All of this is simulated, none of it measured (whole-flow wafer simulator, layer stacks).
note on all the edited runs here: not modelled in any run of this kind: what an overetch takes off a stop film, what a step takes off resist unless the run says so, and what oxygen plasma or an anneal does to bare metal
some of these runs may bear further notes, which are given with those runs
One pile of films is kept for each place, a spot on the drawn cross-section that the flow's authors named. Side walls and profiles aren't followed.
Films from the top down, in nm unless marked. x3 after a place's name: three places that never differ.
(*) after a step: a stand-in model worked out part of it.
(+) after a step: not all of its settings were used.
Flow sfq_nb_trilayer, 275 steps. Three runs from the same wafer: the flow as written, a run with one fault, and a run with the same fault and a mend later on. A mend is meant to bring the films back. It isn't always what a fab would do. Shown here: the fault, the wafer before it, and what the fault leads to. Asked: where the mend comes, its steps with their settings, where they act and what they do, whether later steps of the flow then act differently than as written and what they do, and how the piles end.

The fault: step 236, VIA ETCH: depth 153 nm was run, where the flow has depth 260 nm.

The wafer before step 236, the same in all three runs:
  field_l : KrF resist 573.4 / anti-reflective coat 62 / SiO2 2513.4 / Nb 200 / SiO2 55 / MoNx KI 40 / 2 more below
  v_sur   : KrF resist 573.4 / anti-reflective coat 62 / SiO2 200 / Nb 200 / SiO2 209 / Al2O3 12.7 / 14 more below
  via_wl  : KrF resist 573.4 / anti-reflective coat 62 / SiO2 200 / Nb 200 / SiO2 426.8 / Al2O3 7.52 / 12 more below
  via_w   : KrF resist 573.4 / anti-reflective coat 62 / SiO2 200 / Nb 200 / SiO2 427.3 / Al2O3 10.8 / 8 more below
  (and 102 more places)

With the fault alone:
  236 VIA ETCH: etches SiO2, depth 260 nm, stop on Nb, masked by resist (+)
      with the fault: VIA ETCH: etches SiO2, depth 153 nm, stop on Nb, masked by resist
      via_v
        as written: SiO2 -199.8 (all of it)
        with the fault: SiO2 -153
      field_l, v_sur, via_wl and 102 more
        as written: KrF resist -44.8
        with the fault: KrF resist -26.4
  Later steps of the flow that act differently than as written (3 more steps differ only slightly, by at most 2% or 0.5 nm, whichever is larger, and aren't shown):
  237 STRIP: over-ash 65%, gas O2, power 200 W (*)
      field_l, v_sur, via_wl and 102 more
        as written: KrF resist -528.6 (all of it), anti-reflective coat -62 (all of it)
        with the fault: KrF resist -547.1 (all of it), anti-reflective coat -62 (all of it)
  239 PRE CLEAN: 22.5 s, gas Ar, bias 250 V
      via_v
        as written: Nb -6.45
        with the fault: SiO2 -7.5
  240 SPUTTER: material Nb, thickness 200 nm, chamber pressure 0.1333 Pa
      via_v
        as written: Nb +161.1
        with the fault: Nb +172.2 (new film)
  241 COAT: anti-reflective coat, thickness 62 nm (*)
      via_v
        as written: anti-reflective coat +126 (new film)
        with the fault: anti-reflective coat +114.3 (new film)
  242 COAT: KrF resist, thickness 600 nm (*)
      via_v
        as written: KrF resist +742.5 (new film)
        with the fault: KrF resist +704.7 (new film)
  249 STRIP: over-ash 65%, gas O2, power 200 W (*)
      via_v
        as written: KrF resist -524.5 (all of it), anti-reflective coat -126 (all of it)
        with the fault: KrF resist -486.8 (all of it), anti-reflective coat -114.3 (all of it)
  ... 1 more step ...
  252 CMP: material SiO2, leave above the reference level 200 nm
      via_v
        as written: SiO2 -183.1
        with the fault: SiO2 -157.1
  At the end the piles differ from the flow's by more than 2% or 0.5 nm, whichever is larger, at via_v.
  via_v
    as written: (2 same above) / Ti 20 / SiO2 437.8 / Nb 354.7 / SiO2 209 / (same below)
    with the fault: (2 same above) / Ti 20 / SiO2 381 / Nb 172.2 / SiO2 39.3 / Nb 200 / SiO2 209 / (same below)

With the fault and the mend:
  The mend comes after step 236.
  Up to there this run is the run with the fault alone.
  236a VIA ETCH: etches SiO2, depth 107 nm, stop on Nb, masked by resist (+) (the flow's step 236 once more, with other settings)
      field_l, v_sur, via_wl and 102 more
        KrF resist -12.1
      via_v
        SiO2 -46.8 (all of it)
  No later step of the flow acts differently than as written, at any place that is followed, by more than 2% or 0.5 nm, whichever is larger.
  At the end the piles are the same as the flow's at every place that both follow.
